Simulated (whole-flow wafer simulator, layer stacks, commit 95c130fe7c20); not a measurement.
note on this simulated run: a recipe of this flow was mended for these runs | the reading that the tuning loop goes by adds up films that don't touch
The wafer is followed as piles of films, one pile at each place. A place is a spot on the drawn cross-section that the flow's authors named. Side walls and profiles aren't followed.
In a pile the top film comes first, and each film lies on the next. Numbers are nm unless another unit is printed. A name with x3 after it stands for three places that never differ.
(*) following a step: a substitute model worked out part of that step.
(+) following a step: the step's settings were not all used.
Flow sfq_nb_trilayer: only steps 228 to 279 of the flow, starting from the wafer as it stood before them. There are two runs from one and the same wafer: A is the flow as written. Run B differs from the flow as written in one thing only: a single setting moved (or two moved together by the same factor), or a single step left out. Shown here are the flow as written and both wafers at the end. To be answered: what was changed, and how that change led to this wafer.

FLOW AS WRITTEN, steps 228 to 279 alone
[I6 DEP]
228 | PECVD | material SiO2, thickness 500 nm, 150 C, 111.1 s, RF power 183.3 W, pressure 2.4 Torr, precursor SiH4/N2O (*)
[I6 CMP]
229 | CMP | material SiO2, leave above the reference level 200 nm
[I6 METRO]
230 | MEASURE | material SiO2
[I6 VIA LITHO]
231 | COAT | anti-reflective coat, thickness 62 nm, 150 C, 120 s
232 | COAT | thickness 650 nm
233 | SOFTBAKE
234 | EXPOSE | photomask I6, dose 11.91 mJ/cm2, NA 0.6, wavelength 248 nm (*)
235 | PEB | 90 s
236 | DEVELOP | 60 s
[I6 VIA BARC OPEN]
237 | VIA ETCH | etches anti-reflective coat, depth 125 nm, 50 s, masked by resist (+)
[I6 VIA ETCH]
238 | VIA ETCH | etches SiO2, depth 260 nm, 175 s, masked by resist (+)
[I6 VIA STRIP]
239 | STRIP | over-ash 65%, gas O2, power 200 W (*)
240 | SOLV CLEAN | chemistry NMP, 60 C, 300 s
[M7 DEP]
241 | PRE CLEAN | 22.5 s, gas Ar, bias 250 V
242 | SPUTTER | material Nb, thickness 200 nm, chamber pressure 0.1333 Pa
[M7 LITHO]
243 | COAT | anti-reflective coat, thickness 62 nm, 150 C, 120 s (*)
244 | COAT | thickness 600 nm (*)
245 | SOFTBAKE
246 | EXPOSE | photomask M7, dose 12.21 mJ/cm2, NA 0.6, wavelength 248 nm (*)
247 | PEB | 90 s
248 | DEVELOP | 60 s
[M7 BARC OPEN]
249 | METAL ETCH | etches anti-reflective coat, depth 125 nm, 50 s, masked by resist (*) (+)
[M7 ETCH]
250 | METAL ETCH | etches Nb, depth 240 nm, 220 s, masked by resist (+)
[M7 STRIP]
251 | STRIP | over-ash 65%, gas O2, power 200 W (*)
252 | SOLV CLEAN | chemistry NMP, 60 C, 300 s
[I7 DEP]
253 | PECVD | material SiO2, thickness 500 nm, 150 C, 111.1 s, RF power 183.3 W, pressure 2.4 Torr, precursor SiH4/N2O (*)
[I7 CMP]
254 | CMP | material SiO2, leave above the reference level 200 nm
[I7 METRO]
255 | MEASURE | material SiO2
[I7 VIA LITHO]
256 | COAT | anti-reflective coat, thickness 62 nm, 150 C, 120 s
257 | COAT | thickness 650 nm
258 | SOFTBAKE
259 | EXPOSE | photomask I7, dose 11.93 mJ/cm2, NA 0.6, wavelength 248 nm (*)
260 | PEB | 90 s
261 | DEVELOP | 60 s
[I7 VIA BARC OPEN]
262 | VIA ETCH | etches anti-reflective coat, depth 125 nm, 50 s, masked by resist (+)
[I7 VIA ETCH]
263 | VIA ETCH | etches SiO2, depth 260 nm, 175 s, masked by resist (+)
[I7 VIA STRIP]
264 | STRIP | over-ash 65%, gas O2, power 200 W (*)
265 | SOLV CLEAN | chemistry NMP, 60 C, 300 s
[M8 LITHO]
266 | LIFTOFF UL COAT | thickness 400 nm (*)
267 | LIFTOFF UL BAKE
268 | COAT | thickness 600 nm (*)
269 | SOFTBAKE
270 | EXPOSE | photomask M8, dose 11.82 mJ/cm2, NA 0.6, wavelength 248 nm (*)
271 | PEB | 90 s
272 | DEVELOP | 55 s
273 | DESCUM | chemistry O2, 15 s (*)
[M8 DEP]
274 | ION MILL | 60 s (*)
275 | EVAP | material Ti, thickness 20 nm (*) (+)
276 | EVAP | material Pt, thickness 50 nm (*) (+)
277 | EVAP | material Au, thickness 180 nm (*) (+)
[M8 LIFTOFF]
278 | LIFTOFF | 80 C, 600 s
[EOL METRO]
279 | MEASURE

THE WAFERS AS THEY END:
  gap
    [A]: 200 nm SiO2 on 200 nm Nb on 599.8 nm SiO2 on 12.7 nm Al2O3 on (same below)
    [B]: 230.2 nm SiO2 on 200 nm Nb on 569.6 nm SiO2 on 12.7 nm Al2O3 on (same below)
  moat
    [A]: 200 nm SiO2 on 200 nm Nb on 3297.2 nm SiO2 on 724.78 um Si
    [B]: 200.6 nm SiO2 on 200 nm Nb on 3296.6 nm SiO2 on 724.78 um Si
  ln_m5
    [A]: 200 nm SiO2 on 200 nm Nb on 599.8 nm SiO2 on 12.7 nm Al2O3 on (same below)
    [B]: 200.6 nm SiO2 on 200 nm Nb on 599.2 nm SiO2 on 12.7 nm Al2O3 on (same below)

Cause: step 228, PECVD: thickness 408.6 nm was run, while the flow as written has thickness 500 nm; step 228, PECVD: 90.8 s was run, where the flow has 111.1 s.

The path from the change to this, step by step:
  228 | PECVD | material SiO2, thickness 500 nm, 150 C, 111.1 s, RF power 183.3 W, pressure 2.4 Torr, precursor SiH4/N2O (*)
      field_l, p4_fl, p4_fm and 62 more: A +500 SiO2 | B +408.6 SiO2
      v_sur, via_wl, via_w and 21 more: A +500 SiO2 (new film) | B +408.6 SiO2 (new film)
      (as well as at 17 more places)
  229 | CMP | material SiO2, leave above the reference level 200 nm
      moat, field_r, lsp_l, ln_m5, lsp_m: A -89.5 SiO2 | B nothing
      lsp_r, l0_sur, l0v: A -87.7 SiO2 | B nothing
      (as well as at 98 more places)
  231 | COAT | anti-reflective coat, thickness 62 nm, 150 C, 120 s
      be_sur, jj_sur: A +62 anti-reflective coat (new film) | B +55.8 anti-reflective coat (new film)
      be: A +62 anti-reflective coat (new film) | B +59.9 anti-reflective coat (new film)
      (as well as at 3 more places)
  239 | STRIP | over-ash 65%, gas O2, power 200 W (*)
      be: A -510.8 KrF-resist-other-grade (all of it), -62 anti-reflective coat (all of it) | B -510.9 KrF-resist-other-grade (all of it), -59.9 anti-reflective coat (all of it)
      be_sur: A -510.8 KrF-resist-other-grade (all of it), -62 anti-reflective coat (all of it) | B -513.9 KrF-resist-other-grade (all of it), -55.8 anti-reflective coat (all of it)
      (as well as at 4 more places)
  243 | COAT | anti-reflective coat, thickness 62 nm, 150 C, 120 s (*)
      be: A +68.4 anti-reflective coat (new film) | B +66.3 anti-reflective coat (new film)
      be_sur: A +70.3 anti-reflective coat (new film) | B +61.6 anti-reflective coat (new film)
      (as well as at 4 more places)
  251 | STRIP | over-ash 65%, gas O2, power 200 W (*)
      be: A -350 KrF-resist-other-grade (all of it), -68.4 anti-reflective coat (all of it) | B -349.6 KrF-resist-other-grade (all of it), -66.3 anti-reflective coat (all of it)
      be_sur: A -353.8 KrF-resist-other-grade (all of it), -70.3 anti-reflective coat (all of it) | B -358.2 KrF-resist-other-grade (all of it), -61.6 anti-reflective coat (all of it)
      (as well as at 4 more places)
  254 | CMP | material SiO2, leave above the reference level 200 nm
      l0_sur, l0v: A -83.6 SiO2 | B -81.6 SiO2
      gap: A -300 SiO2 | B -269.8 SiO2
